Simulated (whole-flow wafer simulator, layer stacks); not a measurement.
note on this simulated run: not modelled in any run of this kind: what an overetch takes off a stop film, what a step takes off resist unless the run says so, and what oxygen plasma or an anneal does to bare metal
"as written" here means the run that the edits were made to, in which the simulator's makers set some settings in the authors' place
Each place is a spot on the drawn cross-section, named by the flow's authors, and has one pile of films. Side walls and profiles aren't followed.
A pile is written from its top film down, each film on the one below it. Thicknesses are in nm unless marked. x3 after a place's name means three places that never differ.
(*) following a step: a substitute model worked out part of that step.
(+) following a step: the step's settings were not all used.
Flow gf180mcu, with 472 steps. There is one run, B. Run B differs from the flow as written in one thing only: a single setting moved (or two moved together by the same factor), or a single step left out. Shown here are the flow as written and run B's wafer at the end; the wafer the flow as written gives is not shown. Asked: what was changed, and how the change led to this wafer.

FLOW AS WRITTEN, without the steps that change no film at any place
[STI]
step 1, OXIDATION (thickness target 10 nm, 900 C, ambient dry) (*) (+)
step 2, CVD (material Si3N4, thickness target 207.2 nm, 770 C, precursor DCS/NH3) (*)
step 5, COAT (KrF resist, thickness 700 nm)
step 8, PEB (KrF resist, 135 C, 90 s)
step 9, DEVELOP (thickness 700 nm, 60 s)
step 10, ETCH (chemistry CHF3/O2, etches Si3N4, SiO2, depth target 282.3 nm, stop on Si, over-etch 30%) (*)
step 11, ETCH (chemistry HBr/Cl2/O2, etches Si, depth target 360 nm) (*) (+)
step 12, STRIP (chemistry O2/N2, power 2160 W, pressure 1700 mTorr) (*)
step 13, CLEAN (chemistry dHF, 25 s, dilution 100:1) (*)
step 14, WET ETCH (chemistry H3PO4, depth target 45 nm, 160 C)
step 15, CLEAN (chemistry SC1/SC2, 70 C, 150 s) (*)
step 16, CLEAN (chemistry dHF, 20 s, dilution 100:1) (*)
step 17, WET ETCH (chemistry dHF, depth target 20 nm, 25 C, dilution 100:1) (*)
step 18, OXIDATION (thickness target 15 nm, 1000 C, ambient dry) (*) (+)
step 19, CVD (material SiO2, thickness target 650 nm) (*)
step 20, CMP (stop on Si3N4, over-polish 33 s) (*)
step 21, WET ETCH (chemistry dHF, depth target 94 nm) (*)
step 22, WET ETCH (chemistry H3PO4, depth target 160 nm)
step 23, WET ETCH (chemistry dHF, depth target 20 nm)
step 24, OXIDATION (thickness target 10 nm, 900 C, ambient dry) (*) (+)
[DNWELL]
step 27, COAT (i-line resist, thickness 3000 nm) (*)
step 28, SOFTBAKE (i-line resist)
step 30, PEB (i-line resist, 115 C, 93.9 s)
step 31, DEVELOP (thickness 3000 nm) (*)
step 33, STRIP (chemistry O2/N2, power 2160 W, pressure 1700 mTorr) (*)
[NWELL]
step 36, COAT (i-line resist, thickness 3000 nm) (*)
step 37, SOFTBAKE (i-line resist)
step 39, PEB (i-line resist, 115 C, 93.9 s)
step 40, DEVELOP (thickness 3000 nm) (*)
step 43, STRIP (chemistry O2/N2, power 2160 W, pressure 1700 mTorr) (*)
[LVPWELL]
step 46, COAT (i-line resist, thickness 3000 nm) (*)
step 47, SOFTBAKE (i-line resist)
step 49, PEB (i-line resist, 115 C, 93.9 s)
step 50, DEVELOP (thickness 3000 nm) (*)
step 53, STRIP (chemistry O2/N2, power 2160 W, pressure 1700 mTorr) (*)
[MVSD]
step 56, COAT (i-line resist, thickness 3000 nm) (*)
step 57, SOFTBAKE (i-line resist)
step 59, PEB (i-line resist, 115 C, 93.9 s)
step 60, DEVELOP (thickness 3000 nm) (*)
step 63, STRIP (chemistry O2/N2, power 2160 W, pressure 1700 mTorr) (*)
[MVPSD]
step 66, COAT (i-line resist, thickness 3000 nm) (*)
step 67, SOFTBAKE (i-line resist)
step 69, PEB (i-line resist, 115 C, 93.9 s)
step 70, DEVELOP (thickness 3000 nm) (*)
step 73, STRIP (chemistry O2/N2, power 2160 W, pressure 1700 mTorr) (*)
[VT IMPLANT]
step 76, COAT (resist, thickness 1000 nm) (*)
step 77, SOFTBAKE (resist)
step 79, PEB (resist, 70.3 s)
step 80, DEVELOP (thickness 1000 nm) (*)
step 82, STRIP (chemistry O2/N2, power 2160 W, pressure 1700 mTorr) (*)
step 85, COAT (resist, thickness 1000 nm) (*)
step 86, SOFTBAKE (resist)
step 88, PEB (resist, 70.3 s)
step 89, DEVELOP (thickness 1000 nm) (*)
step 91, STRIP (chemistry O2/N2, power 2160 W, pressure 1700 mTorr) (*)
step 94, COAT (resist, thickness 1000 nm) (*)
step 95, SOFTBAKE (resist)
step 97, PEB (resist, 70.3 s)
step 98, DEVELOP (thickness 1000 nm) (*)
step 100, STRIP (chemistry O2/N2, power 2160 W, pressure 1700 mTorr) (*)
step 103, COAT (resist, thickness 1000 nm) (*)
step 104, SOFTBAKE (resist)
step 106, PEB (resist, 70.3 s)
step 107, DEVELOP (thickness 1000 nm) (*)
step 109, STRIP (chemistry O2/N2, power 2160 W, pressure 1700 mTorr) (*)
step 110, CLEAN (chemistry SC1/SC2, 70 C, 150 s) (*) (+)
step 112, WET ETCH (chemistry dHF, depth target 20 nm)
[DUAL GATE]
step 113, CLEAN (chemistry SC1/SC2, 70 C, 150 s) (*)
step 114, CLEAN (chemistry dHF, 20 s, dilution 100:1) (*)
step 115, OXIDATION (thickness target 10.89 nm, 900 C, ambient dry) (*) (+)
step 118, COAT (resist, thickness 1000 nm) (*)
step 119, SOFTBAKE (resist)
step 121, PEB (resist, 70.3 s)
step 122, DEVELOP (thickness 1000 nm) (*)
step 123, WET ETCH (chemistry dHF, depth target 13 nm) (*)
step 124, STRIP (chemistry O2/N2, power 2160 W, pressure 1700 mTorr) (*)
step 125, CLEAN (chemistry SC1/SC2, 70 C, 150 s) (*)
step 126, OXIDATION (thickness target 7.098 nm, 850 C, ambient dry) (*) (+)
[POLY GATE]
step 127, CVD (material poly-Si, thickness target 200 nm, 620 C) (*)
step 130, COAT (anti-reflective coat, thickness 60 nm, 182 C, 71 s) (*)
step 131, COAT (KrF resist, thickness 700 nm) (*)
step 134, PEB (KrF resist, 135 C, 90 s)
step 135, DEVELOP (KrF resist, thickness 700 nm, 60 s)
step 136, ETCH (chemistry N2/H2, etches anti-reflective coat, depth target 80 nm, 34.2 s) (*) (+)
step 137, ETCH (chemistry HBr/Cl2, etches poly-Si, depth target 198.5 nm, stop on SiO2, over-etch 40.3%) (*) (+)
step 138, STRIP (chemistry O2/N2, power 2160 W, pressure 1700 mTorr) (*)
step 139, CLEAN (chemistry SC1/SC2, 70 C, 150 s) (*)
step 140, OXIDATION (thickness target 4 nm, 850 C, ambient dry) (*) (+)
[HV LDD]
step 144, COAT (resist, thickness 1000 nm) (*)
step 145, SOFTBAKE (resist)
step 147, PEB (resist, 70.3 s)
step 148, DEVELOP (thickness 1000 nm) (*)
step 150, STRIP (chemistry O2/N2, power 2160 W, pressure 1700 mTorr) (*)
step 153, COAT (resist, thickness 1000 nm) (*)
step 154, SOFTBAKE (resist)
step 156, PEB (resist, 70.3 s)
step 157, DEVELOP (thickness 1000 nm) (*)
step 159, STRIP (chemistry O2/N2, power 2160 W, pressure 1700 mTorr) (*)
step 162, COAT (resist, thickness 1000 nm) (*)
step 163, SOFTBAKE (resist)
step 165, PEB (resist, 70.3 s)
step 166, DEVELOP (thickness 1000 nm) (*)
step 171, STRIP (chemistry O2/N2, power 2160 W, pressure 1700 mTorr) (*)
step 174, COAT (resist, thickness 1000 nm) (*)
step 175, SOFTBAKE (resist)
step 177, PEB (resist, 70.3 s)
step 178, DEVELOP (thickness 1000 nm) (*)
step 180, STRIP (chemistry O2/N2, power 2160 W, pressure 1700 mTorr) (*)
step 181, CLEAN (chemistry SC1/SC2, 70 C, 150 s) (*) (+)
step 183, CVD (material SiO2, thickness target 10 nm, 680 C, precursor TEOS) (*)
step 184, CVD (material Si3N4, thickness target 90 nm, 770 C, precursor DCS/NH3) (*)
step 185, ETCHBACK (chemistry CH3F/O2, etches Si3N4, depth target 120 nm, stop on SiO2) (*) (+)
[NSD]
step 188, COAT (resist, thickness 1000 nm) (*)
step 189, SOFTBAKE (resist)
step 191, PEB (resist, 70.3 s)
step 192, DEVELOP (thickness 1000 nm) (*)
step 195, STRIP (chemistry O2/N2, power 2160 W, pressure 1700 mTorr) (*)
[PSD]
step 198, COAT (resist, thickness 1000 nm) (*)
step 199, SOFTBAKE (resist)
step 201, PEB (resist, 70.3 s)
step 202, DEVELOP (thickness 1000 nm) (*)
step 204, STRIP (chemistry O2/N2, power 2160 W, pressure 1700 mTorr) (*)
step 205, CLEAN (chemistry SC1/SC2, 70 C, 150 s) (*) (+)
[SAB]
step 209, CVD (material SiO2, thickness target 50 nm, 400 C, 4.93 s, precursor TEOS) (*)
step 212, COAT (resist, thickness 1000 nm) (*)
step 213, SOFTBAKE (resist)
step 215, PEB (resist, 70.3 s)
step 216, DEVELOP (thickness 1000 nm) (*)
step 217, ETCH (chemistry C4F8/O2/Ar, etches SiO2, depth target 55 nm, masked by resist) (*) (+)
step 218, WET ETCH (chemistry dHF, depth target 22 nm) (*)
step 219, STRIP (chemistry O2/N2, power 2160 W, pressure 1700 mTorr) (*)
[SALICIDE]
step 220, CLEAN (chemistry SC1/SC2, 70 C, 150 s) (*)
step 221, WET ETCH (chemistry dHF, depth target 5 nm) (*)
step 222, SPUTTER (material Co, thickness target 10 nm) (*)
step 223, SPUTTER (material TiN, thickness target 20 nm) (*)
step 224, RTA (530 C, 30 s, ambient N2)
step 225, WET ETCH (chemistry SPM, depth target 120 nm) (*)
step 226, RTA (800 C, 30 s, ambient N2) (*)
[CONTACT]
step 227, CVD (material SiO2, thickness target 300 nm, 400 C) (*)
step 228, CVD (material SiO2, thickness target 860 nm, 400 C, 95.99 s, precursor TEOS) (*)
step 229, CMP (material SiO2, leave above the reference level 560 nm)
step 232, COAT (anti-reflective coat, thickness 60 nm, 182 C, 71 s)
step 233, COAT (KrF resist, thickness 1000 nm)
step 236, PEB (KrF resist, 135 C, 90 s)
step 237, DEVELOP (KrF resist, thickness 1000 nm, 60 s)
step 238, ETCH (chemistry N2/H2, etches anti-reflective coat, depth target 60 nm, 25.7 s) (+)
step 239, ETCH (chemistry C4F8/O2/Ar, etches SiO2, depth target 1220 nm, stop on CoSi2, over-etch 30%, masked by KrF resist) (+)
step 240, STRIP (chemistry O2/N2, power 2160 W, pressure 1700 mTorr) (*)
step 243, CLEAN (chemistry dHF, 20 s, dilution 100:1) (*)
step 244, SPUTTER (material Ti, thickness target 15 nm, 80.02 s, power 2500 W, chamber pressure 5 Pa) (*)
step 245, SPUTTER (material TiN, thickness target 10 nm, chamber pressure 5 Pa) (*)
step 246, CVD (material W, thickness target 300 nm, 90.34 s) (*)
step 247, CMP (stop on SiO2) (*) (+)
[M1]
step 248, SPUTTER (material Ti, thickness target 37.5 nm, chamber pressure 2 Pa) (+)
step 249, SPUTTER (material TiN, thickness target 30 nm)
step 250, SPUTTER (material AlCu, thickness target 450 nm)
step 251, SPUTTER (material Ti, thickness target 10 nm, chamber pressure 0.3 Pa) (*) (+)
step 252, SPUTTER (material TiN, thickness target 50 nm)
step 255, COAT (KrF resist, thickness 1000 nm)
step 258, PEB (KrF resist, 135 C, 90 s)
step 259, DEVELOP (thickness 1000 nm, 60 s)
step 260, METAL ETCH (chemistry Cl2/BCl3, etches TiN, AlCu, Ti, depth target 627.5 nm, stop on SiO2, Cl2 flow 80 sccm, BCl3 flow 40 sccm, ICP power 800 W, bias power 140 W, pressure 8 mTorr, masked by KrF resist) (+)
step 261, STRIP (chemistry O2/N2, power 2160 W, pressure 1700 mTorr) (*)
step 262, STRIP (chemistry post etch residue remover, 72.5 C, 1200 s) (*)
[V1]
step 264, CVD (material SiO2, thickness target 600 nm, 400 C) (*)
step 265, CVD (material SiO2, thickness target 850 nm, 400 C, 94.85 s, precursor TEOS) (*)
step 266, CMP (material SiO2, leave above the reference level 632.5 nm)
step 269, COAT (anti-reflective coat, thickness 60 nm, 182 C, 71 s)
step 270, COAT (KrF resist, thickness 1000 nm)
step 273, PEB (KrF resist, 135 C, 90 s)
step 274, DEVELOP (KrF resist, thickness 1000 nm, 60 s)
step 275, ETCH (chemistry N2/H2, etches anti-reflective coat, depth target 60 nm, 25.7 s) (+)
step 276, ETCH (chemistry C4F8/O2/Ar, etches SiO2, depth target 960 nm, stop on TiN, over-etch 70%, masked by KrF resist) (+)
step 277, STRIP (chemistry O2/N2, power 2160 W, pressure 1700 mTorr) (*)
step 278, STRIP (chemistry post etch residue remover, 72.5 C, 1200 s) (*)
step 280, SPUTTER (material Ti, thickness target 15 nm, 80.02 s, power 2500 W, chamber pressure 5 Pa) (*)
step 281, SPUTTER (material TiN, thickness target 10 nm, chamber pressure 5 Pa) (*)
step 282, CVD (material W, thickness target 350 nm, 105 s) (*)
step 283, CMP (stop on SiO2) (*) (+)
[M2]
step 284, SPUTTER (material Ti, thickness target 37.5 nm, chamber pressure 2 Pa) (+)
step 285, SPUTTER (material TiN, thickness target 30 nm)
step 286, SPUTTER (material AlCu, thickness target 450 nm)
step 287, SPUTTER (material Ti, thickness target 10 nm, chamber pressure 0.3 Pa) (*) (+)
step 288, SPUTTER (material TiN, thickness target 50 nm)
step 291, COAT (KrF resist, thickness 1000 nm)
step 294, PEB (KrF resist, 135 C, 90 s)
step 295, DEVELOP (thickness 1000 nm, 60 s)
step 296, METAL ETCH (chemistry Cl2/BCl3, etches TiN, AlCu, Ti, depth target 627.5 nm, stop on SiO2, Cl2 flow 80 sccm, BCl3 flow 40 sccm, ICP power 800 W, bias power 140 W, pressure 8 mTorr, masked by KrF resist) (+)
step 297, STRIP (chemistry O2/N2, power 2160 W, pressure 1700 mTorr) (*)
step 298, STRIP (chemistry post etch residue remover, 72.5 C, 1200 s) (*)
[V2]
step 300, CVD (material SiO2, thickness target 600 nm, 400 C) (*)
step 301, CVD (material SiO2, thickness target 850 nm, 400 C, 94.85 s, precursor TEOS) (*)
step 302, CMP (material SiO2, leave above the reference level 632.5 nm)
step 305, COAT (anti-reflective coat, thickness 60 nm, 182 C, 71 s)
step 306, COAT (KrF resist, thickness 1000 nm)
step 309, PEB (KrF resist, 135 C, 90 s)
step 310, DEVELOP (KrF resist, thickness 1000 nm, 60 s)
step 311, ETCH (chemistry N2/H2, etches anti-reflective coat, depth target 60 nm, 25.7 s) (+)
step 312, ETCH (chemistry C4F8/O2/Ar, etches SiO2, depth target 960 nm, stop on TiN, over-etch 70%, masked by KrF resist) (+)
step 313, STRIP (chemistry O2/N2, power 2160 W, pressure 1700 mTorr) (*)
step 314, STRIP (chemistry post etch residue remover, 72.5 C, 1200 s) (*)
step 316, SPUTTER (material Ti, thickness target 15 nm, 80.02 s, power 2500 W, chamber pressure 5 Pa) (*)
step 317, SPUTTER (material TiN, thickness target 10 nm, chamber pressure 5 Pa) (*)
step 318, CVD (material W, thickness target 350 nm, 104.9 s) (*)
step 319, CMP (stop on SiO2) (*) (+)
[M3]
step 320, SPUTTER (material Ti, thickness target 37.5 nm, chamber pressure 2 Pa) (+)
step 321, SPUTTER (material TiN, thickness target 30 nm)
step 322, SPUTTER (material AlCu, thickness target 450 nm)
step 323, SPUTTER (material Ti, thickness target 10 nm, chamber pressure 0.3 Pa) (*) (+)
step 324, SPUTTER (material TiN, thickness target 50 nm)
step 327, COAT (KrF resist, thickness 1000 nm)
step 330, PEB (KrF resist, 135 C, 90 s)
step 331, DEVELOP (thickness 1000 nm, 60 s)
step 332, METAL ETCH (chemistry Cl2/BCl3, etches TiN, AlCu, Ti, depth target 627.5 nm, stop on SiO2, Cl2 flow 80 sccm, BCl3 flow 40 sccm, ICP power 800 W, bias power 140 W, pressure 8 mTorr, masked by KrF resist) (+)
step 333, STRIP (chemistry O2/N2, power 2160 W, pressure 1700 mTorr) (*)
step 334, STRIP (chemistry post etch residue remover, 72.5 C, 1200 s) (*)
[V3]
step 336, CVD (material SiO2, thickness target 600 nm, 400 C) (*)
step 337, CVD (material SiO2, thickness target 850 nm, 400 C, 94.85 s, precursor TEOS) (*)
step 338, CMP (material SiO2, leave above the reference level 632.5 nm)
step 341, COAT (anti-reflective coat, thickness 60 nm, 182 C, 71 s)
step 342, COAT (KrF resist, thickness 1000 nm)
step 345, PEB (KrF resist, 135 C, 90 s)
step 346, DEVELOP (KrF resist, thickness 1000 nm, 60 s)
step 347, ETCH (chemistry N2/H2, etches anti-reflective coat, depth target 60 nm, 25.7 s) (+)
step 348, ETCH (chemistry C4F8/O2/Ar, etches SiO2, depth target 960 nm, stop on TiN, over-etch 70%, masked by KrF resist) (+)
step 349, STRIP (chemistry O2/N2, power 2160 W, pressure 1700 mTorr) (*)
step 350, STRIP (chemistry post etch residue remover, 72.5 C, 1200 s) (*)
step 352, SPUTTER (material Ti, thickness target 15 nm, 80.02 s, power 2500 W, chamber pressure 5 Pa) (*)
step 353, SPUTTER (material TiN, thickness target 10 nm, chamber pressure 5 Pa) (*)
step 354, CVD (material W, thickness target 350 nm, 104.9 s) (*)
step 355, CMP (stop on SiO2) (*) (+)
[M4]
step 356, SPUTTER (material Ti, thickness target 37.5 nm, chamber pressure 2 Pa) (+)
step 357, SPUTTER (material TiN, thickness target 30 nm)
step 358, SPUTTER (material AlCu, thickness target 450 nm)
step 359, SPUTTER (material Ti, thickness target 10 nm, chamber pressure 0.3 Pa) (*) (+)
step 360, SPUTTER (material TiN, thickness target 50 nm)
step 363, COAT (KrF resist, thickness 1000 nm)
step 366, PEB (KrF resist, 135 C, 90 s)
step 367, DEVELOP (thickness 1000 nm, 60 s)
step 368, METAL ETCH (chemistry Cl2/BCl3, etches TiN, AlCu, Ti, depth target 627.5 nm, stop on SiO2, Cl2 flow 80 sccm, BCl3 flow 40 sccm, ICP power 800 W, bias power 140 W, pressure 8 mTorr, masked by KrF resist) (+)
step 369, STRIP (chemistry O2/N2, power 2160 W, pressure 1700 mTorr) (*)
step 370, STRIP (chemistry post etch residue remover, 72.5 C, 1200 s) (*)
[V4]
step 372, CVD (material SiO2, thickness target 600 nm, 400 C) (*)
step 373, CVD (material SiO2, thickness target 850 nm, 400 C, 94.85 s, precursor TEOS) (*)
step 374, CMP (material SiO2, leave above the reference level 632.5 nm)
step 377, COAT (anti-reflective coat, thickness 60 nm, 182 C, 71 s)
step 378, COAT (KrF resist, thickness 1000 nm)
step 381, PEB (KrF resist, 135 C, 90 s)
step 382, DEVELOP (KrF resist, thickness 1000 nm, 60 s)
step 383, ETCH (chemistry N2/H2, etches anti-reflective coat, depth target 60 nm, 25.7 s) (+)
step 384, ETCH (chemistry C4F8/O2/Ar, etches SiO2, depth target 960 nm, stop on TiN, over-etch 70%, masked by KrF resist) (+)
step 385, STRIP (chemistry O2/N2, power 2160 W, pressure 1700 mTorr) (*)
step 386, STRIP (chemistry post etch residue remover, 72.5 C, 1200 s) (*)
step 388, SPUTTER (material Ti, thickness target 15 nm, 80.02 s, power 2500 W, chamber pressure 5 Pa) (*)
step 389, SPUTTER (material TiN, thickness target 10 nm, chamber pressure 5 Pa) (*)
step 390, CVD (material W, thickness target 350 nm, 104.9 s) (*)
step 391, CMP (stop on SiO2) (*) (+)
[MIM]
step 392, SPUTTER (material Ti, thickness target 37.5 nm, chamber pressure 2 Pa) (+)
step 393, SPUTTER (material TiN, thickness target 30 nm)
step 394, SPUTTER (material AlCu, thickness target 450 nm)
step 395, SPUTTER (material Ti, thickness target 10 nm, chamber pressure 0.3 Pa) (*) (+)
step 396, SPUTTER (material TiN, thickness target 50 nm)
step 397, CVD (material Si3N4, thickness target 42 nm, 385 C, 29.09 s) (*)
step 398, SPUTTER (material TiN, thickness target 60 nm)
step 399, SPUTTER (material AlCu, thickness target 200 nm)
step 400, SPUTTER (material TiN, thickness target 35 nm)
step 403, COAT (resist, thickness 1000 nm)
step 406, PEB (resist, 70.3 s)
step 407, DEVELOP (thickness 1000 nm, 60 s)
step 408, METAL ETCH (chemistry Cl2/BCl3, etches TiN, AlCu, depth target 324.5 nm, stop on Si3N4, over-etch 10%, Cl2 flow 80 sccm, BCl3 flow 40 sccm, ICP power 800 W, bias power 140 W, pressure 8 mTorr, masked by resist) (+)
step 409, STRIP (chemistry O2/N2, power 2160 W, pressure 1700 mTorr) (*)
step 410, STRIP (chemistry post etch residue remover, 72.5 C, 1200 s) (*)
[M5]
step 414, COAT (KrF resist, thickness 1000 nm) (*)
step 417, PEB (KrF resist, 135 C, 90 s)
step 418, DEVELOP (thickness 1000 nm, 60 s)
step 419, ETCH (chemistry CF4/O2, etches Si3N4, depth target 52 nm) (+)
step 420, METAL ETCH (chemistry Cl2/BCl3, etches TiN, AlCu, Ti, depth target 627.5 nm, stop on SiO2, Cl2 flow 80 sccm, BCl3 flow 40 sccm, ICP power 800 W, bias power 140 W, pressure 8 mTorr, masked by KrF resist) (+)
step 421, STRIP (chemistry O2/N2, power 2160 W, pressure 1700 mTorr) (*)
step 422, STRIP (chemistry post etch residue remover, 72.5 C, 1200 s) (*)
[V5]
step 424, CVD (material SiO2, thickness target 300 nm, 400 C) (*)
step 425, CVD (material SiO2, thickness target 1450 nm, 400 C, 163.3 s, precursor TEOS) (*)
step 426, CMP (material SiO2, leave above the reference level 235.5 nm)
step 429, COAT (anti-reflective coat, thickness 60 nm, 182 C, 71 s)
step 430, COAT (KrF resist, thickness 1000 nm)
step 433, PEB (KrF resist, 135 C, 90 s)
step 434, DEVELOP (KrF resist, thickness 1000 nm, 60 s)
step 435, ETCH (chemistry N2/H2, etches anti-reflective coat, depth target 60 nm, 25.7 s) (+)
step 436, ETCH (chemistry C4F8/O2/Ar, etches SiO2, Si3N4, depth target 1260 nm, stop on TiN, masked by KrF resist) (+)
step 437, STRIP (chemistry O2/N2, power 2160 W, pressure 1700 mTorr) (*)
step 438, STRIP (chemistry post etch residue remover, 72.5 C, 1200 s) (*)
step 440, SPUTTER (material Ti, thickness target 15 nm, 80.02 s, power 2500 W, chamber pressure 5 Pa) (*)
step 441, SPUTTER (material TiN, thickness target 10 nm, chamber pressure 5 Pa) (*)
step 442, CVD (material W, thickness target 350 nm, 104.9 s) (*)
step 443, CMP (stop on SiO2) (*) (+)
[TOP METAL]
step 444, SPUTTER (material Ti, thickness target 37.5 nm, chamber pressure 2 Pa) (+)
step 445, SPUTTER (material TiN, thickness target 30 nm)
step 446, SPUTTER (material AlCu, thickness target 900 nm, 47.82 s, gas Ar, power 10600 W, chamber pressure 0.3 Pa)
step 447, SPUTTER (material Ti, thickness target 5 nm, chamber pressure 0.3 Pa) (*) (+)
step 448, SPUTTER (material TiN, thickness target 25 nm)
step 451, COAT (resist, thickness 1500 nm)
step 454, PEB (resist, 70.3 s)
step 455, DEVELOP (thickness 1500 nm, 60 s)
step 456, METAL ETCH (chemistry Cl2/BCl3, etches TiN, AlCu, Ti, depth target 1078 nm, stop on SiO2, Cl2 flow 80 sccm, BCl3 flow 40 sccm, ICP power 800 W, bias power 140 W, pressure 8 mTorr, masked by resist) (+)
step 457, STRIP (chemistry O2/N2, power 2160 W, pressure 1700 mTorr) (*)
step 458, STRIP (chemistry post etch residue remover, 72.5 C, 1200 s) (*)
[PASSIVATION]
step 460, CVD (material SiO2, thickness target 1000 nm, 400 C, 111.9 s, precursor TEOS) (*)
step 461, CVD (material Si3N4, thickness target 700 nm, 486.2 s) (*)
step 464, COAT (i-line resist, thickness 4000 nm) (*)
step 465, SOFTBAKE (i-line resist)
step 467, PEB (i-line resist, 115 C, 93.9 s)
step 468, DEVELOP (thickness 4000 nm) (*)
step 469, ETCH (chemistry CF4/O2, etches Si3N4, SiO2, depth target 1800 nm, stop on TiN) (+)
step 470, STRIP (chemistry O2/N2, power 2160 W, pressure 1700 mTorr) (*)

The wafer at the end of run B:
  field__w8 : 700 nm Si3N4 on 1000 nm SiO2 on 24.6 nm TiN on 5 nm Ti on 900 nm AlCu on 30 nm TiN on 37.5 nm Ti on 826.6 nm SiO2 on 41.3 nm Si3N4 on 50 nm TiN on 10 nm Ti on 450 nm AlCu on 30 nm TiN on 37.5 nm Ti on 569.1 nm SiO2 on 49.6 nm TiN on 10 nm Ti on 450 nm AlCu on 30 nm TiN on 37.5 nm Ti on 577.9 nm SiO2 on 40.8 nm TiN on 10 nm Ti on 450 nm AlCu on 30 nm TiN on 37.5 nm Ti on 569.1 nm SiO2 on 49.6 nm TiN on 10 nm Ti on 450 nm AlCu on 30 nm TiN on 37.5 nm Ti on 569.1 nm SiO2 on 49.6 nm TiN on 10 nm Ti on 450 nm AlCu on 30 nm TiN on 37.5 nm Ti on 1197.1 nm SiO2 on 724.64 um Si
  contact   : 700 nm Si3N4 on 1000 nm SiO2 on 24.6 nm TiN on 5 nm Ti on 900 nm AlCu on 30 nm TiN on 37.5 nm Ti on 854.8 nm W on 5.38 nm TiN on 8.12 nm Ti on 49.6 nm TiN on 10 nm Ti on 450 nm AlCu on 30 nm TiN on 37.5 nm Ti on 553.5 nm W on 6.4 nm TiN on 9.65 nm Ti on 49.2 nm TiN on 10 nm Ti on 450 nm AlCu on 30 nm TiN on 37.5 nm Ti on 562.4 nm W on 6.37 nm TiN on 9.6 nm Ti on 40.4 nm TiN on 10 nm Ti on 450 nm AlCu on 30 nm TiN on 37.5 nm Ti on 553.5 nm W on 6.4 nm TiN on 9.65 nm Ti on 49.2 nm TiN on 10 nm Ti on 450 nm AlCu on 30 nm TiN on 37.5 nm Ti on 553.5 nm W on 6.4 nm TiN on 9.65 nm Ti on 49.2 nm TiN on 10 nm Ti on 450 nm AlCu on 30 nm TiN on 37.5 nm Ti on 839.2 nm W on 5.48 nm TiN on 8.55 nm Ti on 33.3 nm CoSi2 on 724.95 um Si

The reason: step 324, SPUTTER: thickness target 41.2 nm was run, whereas the flow has thickness target 50 nm.

How this came from the change, step by step:
  step 324, SPUTTER (material TiN, thickness target 50 nm)
      field, field__w1, field__w2 and 108 more: TiN gains 41.2 (new film) (in the flow as written it would be: TiN gains 50 (new film))
  step 332, METAL ETCH (chemistry Cl2/BCl3, etches TiN, AlCu, Ti, depth target 627.5 nm, stop on SiO2, Cl2 flow 80 sccm, BCl3 flow 40 sccm, ICP power 800 W, bias power 140 W, pressure 8 mTorr, masked by KrF resist) (+)
      field, field__w1, field__w2 and 103 more: TiN loses 41.2 (all of it), Ti loses 10 (all of it), AlCu loses 450 (all of it), TiN loses 30 (all of it), Ti loses 37.5 (all of it) (in the flow as written it would be: TiN loses 50 (all of it), Ti loses 10 (all of it), AlCu loses 450 (all of it), TiN loses 30 (all of it), Ti loses 37.5 (all of it))
